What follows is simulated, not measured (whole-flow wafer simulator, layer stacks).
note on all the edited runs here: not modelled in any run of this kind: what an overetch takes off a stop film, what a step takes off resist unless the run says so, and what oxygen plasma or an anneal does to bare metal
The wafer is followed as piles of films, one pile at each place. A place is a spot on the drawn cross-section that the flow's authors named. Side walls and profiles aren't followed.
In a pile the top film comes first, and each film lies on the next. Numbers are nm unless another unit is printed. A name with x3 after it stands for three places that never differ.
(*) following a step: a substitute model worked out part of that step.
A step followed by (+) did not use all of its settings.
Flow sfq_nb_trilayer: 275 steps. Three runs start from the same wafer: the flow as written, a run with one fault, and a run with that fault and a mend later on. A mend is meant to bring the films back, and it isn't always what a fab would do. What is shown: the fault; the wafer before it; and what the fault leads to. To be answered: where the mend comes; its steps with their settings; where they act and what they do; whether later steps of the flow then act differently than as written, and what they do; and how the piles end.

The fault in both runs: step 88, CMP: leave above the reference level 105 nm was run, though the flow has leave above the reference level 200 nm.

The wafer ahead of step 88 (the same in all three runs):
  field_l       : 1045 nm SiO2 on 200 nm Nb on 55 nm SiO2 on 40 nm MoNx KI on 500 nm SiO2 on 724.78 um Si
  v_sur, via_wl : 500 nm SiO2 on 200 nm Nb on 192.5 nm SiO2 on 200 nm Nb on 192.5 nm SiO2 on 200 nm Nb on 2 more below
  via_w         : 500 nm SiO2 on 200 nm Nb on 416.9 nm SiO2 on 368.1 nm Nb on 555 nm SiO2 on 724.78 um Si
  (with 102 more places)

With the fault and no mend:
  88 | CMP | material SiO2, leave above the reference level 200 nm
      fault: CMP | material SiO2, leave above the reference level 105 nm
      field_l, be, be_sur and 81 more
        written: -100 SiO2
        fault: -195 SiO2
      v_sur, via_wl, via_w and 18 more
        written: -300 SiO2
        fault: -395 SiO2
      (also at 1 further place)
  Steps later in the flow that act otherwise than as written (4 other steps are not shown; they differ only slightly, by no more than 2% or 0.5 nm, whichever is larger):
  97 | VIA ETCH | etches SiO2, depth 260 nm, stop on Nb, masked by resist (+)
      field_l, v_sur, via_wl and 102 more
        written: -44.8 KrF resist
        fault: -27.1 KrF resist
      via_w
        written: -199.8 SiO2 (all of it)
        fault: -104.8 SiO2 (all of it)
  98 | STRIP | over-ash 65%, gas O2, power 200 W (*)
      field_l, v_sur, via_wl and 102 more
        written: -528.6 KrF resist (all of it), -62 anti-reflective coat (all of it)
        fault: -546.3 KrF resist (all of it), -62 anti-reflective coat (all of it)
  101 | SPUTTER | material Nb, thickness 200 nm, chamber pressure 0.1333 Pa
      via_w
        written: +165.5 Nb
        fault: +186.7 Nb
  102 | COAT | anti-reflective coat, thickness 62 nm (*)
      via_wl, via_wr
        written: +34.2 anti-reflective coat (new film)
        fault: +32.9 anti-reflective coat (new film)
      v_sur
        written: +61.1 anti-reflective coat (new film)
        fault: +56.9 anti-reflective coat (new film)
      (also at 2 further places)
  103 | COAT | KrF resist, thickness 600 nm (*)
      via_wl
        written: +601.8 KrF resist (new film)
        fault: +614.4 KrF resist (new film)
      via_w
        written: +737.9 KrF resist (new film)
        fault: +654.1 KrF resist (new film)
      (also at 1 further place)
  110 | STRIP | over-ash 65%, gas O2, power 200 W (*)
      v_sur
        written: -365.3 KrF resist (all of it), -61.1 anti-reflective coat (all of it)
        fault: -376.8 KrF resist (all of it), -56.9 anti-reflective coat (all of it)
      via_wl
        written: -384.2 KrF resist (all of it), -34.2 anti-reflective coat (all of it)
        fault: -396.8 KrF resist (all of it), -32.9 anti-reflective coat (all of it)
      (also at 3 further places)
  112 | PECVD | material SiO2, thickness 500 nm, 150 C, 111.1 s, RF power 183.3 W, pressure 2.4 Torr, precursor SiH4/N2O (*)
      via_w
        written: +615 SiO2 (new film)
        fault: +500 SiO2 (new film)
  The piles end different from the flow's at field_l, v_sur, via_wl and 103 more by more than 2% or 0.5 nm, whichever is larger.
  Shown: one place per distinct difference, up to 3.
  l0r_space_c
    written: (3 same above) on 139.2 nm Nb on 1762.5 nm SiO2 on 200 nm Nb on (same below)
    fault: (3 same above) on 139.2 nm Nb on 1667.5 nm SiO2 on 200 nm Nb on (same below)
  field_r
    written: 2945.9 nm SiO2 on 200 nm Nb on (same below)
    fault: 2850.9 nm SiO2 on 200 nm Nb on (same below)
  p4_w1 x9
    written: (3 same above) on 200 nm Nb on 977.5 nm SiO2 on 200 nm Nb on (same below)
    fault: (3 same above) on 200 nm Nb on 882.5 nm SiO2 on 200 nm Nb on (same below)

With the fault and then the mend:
  The mend stands after step 89.
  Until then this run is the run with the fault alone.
  89a | PECVD | material SiO2, thickness 95 nm, 150 C, 21.11 s, RF power 183.3 W, pressure 2.4 Torr, precursor SiH4/N2O (the flow's step 87, run once more with other settings)
      field_l, v_sur, via_wl and 103 more
        +95 SiO2
  Every later step of the flow that is run acts as written at every place that is followed.
  At every place that both follow, the piles at the end match the flow's.
